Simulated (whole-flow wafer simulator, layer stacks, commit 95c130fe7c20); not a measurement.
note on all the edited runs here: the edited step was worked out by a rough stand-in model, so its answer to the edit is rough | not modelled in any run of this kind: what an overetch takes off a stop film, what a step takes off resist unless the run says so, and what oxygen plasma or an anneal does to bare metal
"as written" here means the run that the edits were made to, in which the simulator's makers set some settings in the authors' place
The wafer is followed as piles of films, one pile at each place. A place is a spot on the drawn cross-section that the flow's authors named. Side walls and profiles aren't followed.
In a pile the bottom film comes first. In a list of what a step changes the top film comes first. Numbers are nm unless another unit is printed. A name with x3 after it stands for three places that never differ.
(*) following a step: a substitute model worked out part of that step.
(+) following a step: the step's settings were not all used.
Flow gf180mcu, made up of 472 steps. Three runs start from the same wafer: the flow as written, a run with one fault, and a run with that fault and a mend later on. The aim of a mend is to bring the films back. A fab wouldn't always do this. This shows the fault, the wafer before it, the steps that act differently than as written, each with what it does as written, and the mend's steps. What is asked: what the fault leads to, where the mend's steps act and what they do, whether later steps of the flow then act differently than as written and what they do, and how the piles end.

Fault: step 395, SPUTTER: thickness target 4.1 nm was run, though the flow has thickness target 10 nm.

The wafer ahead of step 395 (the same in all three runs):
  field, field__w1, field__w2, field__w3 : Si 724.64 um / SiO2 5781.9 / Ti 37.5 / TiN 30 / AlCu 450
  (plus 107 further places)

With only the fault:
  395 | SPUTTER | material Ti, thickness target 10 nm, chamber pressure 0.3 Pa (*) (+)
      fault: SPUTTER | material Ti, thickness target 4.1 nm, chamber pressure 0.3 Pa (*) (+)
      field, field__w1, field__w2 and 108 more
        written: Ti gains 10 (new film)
        fault: Ti gains 4.1 (new film)
  Later steps of the flow acting differently than as written (1 more step, not shown, differs only slightly: by at most 2% or 0.5 nm, whichever is larger):
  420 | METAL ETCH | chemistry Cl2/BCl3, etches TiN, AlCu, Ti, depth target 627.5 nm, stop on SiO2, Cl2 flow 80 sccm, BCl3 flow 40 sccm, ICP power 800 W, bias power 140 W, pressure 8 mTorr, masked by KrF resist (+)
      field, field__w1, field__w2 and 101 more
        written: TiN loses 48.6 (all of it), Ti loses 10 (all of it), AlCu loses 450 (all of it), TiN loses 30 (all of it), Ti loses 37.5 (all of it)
        fault: TiN loses 48.6 (all of it), Ti loses 4.1 (all of it), AlCu loses 450 (all of it), TiN loses 30 (all of it), Ti loses 37.5 (all of it)
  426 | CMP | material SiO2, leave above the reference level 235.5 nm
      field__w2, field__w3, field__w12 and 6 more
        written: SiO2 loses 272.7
        fault: SiO2 loses 278.8
  At field__w4, field__w8, contact, m1, m1__w1, mim, mim_1p0, m1_nw, the piles at the end differ from the flow's by more than 2% or 0.5 nm, whichever is larger.
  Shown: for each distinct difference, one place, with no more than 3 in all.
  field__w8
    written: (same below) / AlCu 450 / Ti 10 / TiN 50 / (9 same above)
    fault: (same below) / AlCu 450 / Ti 4.1 / TiN 50 / (9 same above)
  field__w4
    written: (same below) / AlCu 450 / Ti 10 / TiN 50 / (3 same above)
    fault: (same below) / AlCu 450 / Ti 4.1 / TiN 50 / (3 same above)
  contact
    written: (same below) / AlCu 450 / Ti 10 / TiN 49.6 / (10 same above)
    fault: (same below) / AlCu 450 / Ti 4.1 / TiN 49.6 / (10 same above)

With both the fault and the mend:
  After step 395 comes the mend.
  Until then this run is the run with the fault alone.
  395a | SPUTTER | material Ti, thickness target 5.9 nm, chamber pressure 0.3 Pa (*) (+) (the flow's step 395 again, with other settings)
      field, field__w1, field__w2 and 108 more
        Ti gains 5.9
  None of the later steps of the flow acts differently than as written at any place that is followed.
  At every place that both follow, the piles at the end match the flow's.
